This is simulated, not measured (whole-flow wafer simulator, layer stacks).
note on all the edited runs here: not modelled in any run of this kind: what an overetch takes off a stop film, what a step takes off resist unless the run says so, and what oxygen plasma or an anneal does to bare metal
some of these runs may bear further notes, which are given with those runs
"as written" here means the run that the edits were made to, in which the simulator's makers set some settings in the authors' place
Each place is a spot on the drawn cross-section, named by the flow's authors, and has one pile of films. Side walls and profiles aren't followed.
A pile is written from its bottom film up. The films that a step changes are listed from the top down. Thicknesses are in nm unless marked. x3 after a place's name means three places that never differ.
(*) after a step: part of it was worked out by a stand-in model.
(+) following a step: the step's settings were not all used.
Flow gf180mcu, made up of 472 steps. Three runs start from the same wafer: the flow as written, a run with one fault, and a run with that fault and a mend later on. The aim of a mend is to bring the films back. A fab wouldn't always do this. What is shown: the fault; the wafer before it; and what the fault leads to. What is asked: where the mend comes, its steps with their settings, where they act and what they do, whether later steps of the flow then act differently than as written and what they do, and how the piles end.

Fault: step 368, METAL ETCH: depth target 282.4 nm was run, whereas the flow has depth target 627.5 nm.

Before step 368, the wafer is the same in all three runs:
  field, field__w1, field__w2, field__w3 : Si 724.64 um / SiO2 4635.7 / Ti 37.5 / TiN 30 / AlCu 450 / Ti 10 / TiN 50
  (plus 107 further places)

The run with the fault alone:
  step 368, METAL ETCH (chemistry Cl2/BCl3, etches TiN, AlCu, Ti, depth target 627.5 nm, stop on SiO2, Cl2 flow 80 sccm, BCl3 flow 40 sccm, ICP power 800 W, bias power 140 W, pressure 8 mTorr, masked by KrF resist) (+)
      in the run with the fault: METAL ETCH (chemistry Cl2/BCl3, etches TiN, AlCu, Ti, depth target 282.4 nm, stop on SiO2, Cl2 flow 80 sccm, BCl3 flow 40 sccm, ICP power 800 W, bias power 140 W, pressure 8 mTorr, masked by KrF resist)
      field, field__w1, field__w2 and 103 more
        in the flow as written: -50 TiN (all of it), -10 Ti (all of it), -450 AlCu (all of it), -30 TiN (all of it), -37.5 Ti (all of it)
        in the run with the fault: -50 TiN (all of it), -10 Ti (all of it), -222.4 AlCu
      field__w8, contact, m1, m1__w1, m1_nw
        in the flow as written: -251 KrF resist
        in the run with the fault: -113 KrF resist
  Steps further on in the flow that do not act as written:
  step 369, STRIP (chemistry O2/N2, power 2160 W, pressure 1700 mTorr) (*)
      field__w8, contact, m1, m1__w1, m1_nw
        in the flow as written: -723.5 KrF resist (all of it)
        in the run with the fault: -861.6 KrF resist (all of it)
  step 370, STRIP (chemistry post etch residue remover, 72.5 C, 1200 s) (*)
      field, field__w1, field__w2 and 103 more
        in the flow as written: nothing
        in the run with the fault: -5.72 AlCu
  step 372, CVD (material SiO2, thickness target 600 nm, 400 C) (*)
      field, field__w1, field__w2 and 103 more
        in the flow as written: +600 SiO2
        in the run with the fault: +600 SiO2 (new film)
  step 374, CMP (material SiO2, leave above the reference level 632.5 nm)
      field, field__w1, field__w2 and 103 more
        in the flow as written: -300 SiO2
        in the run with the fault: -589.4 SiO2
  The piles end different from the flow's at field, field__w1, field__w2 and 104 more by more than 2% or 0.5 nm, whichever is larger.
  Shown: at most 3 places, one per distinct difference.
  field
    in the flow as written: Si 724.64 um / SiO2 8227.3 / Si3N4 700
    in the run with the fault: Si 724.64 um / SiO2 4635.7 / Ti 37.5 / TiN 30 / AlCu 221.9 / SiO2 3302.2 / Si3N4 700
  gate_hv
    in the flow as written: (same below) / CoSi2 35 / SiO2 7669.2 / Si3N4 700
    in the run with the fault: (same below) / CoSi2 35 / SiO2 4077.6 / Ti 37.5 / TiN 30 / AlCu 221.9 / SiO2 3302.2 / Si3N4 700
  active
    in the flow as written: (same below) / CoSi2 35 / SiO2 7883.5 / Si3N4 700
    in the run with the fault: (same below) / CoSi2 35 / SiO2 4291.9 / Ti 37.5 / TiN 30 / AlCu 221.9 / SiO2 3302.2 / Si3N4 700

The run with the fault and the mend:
  After step 368 comes the mend.
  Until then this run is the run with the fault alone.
  step 368a, METAL ETCH (chemistry Cl2/BCl3, etches TiN, AlCu, Ti, depth target 345.1 nm, stop on SiO2, Cl2 flow 80 sccm, BCl3 flow 40 sccm, ICP power 800 W, bias power 140 W, pressure 8 mTorr, masked by KrF resist) (+) (a further turn of the flow's step 368, with different settings)
      field, field__w1, field__w2 and 103 more
        -227.6 AlCu (all of it), -30 TiN (all of it), -37.5 Ti (all of it)
      field__w8, contact, m1, m1__w1, m1_nw
        -138 KrF resist
  Every later step of the flow that is run acts as written at every place that is followed.
  At every place that both follow, the piles at the end match the flow's.
